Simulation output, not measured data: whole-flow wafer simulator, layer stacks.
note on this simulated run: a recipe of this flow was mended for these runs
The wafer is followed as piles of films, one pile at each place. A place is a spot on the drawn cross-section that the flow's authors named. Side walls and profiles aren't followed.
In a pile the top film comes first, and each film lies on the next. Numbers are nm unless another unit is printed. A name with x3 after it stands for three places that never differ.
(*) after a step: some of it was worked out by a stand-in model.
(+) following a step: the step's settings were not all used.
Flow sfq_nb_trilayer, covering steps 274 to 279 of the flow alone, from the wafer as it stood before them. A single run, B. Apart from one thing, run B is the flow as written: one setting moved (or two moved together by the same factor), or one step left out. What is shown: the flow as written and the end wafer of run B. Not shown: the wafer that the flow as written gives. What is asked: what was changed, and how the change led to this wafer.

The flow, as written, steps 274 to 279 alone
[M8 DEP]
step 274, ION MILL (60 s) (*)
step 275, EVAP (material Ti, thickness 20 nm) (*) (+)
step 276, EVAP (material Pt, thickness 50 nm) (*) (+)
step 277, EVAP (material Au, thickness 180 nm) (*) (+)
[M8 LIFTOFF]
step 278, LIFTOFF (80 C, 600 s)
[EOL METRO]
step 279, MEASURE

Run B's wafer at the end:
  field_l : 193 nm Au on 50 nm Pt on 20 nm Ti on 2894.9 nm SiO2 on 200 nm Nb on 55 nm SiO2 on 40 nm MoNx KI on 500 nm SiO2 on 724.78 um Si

What caused this: step 277, EVAP: thickness 193 nm was run, whereas the flow has thickness 180 nm.
The wafer itself shows it: field_l has Au 193, and step 277 as written asks for 180 nm.

How this came from the change, step by step:
  step 277, EVAP (material Au, thickness 180 nm) (*) (+)
      field_l, v_sur x3, via_wl x2 and 100 more: Au gains 193 (new film) (in the flow as written it would be: Au gains 180 (new film))
  step 278, LIFTOFF (80 C, 600 s)
      p4_fl x5, p4_w1 x9, p3_s0 x11 and 49 more: Au loses 193 (all of it), Pt loses 50 (all of it), Ti loses 20 (all of it), KrF-resist-other-grade loses 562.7 (all of it), lift-off-underlayer loses 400 (all of it) (in the flow as written it would be: Au loses 180 (all of it), Pt loses 50 (all of it), Ti loses 20 (all of it), KrF-resist-other-grade loses 562.7 (all of it), lift-off-underlayer loses 400 (all of it))
      r_sur, res, r_end: Au loses 193 (all of it), Pt loses 50 (all of it), Ti loses 20 (all of it), KrF-resist-other-grade loses 559.9 (all of it), lift-off-underlayer loses 399.5 (all of it) (in the flow as written it would be: Au loses 180 (all of it), Pt loses 50 (all of it), Ti loses 20 (all of it), KrF-resist-other-grade loses 559.9 (all of it), lift-off-underlayer loses 399.5 (all of it))
      (and at 18 other places as well)
